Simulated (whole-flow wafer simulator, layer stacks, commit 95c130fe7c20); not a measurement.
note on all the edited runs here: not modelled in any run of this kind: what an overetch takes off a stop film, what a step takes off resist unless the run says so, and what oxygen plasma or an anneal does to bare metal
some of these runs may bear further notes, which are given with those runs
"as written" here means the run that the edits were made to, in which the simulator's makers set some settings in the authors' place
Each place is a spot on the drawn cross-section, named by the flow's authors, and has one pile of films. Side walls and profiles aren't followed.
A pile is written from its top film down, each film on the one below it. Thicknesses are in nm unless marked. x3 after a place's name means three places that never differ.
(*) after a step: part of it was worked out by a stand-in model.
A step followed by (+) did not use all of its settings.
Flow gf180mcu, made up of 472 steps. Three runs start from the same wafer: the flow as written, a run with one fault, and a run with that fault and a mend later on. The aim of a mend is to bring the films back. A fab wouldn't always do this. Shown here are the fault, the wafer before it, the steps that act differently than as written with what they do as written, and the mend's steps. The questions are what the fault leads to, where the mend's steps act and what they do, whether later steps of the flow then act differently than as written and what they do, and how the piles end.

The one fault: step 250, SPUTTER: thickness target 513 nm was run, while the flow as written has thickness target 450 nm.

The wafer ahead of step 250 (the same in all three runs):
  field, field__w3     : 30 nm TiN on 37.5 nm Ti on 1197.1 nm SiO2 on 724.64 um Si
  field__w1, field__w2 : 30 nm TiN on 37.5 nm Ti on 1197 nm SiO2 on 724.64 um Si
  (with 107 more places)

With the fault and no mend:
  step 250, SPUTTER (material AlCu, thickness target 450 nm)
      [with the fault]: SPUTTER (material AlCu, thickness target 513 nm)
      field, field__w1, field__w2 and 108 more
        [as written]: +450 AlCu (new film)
        [with the fault]: +513 AlCu (new film)
  Steps later in the flow that act otherwise than as written:
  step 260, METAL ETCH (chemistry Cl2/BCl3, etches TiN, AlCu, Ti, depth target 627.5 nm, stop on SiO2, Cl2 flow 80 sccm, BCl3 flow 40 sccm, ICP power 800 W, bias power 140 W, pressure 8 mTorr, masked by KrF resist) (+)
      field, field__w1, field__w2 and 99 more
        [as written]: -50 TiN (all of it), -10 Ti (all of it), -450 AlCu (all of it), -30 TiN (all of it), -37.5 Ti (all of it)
        [with the fault]: -50 TiN (all of it), -10 Ti (all of it), -513 AlCu (all of it), -30 TiN (all of it), -24.5 Ti
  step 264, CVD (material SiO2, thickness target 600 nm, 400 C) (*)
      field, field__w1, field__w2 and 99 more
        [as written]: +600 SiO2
        [with the fault]: +600 SiO2 (new film)
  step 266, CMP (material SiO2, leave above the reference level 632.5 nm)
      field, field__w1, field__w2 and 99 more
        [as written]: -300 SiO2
        [with the fault]: -250 SiO2
  The piles end different from the flow's at field, field__w1, field__w2 and 109 more by more than 2% or 0.5 nm, whichever is larger.
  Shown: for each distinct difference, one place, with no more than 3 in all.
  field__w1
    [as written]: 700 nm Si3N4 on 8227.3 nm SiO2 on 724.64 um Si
    [with the fault]: 700 nm Si3N4 on 7080.2 nm SiO2 on 13 nm Ti on 1197 nm SiO2 on 724.64 um Si
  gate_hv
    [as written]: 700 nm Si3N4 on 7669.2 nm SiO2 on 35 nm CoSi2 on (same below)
    [with the fault]: 700 nm Si3N4 on 7080.2 nm SiO2 on 13 nm Ti on 638.9 nm SiO2 on 35 nm CoSi2 on (same below)
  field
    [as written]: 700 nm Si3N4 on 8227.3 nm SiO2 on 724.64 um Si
    [with the fault]: 700 nm Si3N4 on 7080.2 nm SiO2 on 13 nm Ti on 1197.1 nm SiO2 on 724.64 um Si

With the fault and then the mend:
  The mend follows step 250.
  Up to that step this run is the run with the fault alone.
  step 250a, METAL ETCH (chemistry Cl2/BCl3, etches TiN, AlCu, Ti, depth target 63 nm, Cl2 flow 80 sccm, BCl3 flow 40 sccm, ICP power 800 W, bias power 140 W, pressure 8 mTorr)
      field, field__w1, field__w2 and 108 more
        -63 AlCu
  None of the later steps of the flow acts differently than as written at any place that is followed.
  At every place that both follow, the piles at the end match the flow's.
